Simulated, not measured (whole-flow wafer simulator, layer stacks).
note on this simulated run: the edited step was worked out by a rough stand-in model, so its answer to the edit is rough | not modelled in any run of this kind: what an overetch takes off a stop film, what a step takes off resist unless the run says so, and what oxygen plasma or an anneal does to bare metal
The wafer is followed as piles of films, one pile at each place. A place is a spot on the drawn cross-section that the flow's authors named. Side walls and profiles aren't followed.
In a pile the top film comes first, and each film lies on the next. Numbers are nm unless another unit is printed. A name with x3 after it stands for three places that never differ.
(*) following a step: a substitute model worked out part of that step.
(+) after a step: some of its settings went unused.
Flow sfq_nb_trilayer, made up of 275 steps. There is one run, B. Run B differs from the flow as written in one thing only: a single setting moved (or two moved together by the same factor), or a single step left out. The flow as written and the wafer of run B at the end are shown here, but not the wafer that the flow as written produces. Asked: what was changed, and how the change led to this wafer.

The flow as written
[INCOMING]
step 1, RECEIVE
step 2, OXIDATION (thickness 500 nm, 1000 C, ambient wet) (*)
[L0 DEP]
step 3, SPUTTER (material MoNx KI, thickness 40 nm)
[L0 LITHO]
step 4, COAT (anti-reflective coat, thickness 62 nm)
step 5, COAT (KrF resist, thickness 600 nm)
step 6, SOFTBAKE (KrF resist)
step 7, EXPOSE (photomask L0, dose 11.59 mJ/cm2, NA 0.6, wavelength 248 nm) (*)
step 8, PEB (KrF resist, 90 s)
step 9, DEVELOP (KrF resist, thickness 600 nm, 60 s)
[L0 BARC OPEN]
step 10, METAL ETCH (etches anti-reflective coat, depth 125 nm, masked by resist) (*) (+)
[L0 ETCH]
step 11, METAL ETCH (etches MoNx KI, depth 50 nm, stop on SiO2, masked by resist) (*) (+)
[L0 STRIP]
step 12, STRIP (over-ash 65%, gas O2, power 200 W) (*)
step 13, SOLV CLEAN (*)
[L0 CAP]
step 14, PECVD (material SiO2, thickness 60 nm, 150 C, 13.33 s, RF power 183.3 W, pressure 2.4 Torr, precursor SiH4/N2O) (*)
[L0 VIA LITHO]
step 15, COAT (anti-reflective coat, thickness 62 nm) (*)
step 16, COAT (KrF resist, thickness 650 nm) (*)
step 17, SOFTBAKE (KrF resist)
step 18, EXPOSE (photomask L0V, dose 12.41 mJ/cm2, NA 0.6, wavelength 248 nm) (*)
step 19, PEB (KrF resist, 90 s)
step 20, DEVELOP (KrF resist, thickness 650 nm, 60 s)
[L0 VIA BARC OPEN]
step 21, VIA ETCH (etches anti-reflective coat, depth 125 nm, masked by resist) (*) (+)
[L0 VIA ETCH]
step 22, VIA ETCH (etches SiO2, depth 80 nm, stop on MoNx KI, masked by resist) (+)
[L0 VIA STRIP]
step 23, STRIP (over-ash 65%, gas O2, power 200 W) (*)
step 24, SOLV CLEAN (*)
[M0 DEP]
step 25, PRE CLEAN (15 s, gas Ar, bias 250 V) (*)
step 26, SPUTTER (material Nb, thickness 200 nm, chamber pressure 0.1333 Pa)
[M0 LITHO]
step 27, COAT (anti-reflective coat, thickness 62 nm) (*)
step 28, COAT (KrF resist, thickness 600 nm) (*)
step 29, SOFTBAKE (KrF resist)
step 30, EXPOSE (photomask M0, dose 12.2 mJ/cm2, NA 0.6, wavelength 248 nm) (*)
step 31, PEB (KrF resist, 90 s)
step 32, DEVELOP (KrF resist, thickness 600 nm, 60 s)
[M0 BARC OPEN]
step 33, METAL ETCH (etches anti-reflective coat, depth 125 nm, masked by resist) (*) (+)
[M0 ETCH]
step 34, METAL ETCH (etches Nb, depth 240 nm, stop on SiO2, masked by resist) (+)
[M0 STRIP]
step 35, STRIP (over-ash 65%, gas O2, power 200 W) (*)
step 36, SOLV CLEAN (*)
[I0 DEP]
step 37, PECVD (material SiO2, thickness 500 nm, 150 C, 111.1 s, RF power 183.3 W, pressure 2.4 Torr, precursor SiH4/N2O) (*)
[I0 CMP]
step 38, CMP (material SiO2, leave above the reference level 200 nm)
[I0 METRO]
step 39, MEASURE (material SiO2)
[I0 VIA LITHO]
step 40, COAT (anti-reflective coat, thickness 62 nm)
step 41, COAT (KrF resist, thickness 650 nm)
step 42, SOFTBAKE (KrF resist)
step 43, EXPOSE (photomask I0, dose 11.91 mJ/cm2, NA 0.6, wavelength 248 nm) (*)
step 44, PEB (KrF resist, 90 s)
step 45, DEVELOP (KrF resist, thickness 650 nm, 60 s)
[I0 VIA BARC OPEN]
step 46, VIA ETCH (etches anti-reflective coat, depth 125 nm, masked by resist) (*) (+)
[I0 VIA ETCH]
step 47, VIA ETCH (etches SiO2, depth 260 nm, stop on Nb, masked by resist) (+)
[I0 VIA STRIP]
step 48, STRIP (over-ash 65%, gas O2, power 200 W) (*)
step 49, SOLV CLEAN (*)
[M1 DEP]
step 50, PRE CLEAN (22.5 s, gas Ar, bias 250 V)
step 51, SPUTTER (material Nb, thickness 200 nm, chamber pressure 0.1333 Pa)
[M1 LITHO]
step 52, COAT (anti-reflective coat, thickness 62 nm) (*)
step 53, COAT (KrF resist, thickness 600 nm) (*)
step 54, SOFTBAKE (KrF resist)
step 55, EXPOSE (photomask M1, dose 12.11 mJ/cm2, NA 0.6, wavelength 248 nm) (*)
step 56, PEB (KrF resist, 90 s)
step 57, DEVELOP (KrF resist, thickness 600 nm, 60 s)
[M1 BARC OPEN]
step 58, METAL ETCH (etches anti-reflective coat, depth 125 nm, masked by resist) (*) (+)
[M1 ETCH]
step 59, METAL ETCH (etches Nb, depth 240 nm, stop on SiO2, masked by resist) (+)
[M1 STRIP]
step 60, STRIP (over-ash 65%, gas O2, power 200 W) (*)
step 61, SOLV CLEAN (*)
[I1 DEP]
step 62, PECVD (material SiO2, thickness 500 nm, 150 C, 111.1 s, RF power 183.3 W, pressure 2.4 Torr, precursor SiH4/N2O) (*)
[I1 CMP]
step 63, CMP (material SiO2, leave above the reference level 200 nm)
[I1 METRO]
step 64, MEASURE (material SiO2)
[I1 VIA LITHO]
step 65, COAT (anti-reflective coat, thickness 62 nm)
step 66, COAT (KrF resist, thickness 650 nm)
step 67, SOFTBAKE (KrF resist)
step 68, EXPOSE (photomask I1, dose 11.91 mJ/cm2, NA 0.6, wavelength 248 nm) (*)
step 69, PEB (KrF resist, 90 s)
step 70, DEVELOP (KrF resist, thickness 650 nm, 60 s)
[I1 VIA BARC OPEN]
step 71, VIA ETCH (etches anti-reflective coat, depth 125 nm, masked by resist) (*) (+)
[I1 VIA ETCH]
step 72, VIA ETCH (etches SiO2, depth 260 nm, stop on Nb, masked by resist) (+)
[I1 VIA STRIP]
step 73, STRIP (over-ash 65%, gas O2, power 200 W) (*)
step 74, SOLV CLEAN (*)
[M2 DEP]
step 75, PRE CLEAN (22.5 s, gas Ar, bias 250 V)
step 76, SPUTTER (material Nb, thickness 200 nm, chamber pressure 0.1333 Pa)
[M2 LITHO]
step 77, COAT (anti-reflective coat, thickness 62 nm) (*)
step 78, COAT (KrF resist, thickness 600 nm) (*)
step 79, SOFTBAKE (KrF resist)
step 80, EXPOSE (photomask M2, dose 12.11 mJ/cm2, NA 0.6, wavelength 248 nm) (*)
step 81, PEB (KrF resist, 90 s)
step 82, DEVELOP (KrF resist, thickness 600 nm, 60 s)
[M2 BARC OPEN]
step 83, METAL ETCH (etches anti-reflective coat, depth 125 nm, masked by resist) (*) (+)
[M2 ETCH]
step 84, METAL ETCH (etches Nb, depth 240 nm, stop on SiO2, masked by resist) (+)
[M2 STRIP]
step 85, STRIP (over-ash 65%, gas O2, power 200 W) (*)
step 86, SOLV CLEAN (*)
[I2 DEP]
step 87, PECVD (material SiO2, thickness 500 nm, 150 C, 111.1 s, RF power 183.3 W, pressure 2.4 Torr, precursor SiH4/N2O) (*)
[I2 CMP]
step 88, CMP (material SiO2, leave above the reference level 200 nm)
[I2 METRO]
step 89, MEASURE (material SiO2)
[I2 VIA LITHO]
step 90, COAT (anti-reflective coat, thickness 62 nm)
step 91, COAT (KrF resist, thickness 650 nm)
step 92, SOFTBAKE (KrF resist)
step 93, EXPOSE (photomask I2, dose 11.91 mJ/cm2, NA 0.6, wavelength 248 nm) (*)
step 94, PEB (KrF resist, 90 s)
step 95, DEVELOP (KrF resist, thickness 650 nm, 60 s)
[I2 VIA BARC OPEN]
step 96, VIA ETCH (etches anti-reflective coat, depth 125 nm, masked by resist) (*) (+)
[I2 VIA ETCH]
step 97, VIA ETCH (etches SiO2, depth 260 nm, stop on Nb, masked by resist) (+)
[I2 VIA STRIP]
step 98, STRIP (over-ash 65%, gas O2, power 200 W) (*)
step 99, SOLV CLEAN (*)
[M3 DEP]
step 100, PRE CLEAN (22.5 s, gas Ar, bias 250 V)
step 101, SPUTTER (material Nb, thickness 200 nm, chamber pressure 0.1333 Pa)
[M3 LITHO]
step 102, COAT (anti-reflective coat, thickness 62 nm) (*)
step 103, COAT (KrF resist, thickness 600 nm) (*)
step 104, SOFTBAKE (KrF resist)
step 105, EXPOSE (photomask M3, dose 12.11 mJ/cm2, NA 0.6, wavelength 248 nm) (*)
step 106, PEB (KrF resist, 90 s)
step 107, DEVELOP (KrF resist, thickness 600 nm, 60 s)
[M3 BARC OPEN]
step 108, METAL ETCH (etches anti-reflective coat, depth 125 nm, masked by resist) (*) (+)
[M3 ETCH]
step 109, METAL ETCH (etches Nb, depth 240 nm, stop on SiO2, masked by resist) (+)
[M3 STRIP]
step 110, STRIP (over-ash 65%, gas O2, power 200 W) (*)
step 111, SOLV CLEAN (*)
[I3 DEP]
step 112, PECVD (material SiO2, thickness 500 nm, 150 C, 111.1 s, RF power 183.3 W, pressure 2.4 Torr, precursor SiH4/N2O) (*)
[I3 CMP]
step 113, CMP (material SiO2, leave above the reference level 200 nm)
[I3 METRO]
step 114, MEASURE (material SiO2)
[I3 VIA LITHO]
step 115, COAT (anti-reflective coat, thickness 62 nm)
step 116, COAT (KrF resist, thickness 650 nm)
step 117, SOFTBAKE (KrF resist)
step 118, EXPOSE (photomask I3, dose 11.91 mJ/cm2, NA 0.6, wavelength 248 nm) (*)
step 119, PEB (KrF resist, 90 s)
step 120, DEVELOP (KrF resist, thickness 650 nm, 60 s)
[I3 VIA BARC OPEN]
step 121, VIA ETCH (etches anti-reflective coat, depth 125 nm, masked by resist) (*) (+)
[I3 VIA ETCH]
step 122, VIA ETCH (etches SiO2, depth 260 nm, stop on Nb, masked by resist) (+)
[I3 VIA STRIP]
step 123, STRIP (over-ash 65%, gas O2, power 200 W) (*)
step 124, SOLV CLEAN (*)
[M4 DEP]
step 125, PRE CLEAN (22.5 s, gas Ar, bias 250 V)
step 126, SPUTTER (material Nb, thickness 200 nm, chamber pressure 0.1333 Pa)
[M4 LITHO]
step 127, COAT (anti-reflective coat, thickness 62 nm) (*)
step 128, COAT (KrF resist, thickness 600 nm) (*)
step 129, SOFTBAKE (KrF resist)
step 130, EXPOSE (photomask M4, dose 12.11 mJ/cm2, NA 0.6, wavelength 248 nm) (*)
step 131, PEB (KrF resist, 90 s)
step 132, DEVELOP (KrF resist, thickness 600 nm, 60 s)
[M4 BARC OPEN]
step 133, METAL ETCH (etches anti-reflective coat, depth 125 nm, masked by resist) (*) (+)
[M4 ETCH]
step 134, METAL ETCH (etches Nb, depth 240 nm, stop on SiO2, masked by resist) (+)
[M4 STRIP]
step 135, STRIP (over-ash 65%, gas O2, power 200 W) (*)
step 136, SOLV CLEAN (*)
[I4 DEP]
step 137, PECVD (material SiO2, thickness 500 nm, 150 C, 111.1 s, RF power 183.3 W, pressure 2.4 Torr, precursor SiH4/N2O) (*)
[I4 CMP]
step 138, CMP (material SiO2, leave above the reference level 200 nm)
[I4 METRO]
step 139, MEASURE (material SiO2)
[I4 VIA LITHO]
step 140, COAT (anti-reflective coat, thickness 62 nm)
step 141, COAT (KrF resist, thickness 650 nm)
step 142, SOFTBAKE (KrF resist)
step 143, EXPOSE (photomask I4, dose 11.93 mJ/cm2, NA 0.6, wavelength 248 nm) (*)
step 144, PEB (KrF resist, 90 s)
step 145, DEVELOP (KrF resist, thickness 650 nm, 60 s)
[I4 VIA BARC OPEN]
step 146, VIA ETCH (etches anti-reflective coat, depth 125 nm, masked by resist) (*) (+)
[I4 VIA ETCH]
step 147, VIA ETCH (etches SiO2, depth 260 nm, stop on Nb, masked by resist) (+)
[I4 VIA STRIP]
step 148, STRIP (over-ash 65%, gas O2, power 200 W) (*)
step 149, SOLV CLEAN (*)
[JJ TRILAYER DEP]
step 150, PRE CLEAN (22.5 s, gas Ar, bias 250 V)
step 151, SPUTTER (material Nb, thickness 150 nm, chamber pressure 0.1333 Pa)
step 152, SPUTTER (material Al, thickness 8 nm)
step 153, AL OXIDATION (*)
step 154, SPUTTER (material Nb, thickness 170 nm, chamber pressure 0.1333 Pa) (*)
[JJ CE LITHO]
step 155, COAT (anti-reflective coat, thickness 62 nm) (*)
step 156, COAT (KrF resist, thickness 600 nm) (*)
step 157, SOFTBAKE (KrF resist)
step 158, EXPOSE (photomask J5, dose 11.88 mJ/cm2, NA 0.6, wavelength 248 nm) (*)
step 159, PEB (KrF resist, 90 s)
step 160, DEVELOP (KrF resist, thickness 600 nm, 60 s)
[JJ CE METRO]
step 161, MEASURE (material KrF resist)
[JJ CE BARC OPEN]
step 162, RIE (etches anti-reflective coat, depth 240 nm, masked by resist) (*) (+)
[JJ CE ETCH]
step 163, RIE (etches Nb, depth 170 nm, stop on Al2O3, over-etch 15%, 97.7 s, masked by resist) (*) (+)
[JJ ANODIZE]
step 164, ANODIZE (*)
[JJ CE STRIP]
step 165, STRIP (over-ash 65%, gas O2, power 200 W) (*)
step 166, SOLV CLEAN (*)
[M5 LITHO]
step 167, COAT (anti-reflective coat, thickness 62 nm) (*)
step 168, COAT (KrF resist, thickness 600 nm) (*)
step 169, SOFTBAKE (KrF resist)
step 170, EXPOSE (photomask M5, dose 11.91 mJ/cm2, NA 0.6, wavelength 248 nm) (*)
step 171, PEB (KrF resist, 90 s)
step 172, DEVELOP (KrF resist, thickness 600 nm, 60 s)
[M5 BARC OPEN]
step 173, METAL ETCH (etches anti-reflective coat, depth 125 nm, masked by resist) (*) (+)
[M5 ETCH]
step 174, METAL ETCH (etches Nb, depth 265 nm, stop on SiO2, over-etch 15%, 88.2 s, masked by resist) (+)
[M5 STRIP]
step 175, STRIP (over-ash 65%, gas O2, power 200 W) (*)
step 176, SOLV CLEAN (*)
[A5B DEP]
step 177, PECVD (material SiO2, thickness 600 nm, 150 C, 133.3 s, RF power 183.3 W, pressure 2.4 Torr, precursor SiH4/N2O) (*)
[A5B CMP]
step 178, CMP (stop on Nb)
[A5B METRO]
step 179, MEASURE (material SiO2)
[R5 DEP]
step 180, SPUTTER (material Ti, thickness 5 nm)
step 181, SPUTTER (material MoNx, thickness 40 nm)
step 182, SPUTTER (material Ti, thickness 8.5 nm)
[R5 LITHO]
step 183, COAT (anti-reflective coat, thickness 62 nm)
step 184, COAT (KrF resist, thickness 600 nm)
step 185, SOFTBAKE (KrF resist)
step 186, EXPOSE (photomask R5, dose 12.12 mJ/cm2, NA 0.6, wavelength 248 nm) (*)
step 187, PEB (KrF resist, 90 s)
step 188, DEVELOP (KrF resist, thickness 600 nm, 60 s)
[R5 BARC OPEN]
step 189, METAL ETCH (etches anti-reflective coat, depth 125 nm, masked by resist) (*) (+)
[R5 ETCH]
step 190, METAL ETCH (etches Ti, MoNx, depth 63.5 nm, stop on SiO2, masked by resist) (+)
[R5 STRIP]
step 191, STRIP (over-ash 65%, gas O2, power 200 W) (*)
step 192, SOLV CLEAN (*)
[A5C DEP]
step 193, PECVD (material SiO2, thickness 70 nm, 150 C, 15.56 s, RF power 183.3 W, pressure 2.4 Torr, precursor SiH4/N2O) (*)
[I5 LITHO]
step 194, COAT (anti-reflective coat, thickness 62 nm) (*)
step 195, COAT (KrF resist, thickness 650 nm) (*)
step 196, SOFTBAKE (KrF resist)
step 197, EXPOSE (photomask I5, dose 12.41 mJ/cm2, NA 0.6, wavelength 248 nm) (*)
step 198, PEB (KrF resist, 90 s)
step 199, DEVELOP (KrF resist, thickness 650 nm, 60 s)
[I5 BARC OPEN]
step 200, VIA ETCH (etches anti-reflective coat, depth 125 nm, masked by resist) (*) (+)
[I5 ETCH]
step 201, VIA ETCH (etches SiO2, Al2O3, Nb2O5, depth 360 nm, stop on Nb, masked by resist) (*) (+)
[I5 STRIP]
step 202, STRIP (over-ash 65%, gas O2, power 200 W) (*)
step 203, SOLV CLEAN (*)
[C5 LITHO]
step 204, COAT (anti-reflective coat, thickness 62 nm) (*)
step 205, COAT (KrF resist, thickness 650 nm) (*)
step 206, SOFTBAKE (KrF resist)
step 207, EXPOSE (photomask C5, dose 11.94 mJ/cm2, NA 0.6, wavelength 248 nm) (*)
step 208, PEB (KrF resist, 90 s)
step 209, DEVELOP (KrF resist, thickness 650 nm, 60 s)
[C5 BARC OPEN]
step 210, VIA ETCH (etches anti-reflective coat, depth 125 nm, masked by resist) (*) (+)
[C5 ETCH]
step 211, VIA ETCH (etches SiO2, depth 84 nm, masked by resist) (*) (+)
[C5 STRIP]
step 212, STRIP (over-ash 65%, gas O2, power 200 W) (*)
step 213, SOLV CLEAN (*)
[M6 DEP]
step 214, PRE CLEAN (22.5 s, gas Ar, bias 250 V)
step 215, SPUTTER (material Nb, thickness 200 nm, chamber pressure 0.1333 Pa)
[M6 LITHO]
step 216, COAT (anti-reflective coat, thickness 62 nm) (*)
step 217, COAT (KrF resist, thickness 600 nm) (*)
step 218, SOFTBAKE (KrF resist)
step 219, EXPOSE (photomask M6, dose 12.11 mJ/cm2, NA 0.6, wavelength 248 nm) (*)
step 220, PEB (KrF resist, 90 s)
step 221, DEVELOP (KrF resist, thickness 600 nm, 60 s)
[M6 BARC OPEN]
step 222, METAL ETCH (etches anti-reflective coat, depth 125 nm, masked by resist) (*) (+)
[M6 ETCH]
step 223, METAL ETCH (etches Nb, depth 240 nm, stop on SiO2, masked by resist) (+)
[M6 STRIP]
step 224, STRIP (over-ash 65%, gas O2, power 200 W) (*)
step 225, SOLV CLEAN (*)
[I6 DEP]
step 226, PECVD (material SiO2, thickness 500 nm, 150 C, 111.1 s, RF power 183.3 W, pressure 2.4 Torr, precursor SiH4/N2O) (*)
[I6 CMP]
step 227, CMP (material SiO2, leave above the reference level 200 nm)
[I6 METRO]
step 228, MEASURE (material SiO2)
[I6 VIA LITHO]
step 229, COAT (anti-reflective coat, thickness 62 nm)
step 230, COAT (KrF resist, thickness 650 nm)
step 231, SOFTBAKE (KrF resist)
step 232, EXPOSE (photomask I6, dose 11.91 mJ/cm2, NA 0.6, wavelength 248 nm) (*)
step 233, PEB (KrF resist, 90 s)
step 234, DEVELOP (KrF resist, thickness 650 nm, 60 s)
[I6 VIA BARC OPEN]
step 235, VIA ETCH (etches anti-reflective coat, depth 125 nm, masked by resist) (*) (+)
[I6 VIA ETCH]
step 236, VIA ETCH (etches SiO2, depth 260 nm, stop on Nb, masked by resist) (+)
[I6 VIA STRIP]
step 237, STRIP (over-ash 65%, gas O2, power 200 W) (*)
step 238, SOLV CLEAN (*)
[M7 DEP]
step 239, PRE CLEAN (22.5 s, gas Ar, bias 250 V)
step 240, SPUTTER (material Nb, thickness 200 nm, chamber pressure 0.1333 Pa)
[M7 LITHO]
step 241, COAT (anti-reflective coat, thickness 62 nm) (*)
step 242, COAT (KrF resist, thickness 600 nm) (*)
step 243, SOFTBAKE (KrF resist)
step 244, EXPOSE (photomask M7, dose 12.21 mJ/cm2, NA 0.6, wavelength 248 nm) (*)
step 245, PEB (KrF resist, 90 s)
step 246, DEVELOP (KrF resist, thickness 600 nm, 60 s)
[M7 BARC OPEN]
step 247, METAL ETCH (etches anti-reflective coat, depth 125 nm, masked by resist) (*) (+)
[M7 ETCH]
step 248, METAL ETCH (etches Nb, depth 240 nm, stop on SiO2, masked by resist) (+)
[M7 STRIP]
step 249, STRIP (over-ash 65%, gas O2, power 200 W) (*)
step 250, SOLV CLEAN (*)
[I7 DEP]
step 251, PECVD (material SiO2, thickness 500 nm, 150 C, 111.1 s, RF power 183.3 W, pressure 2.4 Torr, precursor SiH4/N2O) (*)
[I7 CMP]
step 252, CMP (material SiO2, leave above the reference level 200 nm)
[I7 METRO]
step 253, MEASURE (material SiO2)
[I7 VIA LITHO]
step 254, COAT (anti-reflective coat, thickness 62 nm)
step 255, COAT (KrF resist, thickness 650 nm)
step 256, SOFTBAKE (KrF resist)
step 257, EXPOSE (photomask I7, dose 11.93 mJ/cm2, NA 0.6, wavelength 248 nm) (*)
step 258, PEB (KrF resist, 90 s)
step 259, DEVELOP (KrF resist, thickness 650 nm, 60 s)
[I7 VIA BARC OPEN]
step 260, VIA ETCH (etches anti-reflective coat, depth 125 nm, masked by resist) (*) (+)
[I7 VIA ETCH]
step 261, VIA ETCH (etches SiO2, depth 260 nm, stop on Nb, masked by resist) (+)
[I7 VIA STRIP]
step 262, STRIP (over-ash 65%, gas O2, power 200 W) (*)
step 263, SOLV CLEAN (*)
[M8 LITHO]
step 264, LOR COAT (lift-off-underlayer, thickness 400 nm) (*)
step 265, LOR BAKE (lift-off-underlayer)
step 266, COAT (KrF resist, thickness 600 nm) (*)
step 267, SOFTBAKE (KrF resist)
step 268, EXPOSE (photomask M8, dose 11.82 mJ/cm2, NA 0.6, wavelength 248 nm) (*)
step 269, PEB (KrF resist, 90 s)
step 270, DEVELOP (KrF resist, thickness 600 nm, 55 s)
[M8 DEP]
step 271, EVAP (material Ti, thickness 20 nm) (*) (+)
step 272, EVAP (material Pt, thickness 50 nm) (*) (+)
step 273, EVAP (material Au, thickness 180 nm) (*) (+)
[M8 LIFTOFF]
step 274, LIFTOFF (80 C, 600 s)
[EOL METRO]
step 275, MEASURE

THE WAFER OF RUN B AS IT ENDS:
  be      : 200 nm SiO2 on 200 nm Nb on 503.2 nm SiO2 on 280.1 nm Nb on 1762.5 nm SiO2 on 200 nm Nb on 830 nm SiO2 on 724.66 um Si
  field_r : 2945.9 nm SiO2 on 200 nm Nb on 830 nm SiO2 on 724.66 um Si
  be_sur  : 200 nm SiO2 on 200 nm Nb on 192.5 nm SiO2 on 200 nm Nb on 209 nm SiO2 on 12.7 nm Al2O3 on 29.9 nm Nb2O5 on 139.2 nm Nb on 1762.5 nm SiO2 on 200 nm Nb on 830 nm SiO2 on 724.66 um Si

What caused this: step 2, OXIDATION: thickness 775 nm was run, while the flow as written has thickness 500 nm.

The path from the change to this, step by step:
  step 2, OXIDATION (thickness 500 nm, 1000 C, ambient wet) (*)
      field_l, v_sur, via_wl and 103 more: +775 SiO2 (new film), -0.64 chemical SiO2 (all of it), -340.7 Si (as written it would have been: +500 SiO2 (new film), -0.64 chemical SiO2 (all of it), -219.7 Si)
